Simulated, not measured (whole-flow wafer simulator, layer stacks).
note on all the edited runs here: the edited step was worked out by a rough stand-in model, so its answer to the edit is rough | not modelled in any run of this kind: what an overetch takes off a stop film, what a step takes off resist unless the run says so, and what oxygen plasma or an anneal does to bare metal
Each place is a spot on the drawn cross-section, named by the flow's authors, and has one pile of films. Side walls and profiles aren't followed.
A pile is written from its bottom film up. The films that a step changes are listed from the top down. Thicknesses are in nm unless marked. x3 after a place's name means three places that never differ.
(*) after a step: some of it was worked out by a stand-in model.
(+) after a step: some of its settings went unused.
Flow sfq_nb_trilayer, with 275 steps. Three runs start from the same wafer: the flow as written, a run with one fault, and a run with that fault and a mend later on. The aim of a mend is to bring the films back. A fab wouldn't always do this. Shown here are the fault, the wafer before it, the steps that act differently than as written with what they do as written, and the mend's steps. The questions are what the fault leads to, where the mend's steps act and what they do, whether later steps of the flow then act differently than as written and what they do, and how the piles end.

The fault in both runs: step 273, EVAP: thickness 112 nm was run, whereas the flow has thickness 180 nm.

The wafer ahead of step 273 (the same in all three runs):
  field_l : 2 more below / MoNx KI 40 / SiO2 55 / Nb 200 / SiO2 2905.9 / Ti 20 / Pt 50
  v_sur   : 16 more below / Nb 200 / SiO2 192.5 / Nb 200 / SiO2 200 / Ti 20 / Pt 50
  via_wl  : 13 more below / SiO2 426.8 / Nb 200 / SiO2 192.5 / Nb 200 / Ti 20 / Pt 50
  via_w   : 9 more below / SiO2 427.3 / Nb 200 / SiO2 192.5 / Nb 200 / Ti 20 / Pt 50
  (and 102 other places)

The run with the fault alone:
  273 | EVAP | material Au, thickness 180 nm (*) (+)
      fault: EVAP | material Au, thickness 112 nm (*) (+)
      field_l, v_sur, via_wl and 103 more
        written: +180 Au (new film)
        fault: +112 Au (new film)
  Steps later in the flow that act otherwise than as written:
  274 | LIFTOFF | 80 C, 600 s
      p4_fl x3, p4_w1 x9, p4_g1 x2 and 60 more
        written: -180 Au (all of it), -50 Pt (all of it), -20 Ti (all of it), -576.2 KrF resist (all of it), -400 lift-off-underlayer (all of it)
        fault: -112 Au (all of it), -50 Pt (all of it), -20 Ti (all of it), -576.2 KrF resist (all of it), -400 lift-off-underlayer (all of it)
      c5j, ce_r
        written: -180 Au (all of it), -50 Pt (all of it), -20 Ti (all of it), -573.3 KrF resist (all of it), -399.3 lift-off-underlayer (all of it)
        fault: -112 Au (all of it), -50 Pt (all of it), -20 Ti (all of it), -573.3 KrF resist (all of it), -399.3 lift-off-underlayer (all of it)
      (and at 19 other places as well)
  At field_l, v_sur, via_wl and 8 more, the piles at the end differ from the flow's by more than 2% or 0.5 nm, whichever is larger.
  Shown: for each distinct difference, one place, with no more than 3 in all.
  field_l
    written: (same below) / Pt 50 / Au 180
    fault: (same below) / Pt 50 / Au 112

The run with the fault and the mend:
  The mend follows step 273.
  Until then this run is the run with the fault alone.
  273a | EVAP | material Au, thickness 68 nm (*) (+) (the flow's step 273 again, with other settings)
      field_l, v_sur, via_wl and 103 more
        +68 Au
  Later steps of the flow that are run all act as written at every place that is followed.
  By the end, the piles equal the flow's at every place that both follow.
